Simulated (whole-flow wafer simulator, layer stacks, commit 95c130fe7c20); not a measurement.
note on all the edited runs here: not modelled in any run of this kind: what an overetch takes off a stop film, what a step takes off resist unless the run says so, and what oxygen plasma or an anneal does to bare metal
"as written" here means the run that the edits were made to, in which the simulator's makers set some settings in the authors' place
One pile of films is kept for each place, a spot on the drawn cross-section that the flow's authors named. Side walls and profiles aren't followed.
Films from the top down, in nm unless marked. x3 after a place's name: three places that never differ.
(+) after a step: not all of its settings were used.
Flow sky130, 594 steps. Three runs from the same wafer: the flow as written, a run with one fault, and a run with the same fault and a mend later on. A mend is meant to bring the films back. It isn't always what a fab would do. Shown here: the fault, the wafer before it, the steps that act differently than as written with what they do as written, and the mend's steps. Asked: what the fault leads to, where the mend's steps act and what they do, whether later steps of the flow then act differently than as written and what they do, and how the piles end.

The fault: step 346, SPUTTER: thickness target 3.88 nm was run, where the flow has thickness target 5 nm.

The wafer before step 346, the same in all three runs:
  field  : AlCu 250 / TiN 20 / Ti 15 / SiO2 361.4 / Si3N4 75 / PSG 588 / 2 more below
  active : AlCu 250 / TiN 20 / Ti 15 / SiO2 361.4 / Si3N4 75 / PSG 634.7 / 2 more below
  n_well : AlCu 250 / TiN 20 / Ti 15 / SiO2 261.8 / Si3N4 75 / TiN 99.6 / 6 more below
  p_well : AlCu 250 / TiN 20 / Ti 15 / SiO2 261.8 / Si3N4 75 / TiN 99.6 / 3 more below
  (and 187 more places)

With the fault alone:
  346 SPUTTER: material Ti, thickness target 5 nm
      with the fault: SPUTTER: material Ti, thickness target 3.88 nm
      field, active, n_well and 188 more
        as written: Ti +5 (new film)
        with the fault: Ti +3.88 (new film)
  Later steps of the flow that act differently than as written (12 more steps differ only slightly, by at most 2% or 0.5 nm, whichever is larger, and aren't shown):
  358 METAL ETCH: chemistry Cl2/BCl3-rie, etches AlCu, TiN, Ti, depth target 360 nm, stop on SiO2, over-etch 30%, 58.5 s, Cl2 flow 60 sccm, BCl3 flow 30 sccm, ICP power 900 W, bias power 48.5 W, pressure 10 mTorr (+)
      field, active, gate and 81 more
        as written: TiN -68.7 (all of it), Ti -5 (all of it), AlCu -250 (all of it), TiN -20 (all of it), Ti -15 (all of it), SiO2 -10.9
        with the fault: TiN -68.7 (all of it), Ti -3.88 (all of it), AlCu -250 (all of it), TiN -20 (all of it), Ti -15 (all of it), SiO2 -11
  At the end the piles differ from the flow's by more than 2% or 0.5 nm, whichever is larger, at n_well, p_well, gate_hv and 104 more.
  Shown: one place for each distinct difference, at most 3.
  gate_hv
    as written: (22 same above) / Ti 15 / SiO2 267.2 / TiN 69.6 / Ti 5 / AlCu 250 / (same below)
    with the fault: (22 same above) / Ti 15 / SiO2 268.4 / TiN 69.6 / Ti 3.88 / AlCu 250 / (same below)
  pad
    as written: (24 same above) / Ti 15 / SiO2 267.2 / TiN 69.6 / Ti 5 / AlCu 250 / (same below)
    with the fault: (24 same above) / Ti 15 / SiO2 268.4 / TiN 69.6 / Ti 3.88 / AlCu 250 / (same below)
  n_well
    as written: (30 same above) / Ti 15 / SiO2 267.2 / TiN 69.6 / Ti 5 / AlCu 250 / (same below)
    with the fault: (30 same above) / Ti 15 / SiO2 268.4 / TiN 69.6 / Ti 3.88 / AlCu 250 / (same below)

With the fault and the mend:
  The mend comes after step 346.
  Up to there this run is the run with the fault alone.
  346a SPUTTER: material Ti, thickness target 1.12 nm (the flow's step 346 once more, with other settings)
      field, active, n_well and 188 more
        Ti +1.12
  No later step of the flow acts differently than as written at any place that is followed.
  At the end the piles are the same as the flow's at every place that both follow.
